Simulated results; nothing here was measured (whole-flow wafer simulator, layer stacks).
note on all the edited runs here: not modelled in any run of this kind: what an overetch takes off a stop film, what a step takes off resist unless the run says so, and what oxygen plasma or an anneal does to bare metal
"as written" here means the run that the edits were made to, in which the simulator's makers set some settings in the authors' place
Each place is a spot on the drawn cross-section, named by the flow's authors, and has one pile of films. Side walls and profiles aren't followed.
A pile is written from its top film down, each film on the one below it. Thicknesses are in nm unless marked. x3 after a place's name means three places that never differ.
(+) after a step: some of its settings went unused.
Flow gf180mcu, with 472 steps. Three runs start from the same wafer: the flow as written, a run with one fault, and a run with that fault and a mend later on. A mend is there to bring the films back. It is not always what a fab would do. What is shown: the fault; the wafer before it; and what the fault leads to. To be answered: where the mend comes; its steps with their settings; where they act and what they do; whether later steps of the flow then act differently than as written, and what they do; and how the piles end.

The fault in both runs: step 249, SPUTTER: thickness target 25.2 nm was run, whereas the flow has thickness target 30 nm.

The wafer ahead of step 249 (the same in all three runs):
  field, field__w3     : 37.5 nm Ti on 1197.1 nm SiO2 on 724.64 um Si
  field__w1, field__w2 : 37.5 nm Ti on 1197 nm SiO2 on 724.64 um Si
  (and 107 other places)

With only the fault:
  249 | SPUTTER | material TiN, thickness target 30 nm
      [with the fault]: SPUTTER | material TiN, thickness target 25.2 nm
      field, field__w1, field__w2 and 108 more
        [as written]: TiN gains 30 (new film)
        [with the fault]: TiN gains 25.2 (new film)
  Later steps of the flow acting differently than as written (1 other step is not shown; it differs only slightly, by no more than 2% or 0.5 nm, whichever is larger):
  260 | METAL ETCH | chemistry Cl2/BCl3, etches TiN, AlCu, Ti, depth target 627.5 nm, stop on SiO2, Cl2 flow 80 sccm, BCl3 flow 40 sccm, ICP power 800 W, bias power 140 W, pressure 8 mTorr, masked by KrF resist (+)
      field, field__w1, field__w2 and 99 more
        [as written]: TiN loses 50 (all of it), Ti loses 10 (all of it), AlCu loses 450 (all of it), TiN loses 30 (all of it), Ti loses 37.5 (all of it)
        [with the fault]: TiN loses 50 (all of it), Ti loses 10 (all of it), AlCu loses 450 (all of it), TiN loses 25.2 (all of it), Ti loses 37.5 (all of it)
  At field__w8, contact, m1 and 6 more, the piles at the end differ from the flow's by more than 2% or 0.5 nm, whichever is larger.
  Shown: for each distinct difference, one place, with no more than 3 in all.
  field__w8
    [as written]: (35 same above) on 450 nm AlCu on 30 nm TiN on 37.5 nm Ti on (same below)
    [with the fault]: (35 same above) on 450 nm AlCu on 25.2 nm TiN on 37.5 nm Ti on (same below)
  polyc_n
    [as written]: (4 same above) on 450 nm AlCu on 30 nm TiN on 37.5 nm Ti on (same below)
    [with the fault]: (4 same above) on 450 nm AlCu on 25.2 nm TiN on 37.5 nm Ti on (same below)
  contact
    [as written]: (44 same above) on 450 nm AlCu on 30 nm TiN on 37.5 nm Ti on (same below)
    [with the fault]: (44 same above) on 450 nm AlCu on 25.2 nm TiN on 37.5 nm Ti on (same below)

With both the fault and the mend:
  The mend stands after step 249.
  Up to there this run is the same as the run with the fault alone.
  249a | SPUTTER | material TiN, thickness target 4.8 nm (the flow's step 249, run once more with other settings)
      field, field__w1, field__w2 and 108 more
        TiN gains 4.8
  None of the later steps of the flow acts differently than as written at any place that is followed.
  The piles end the same as the flow's at every place that both follow.
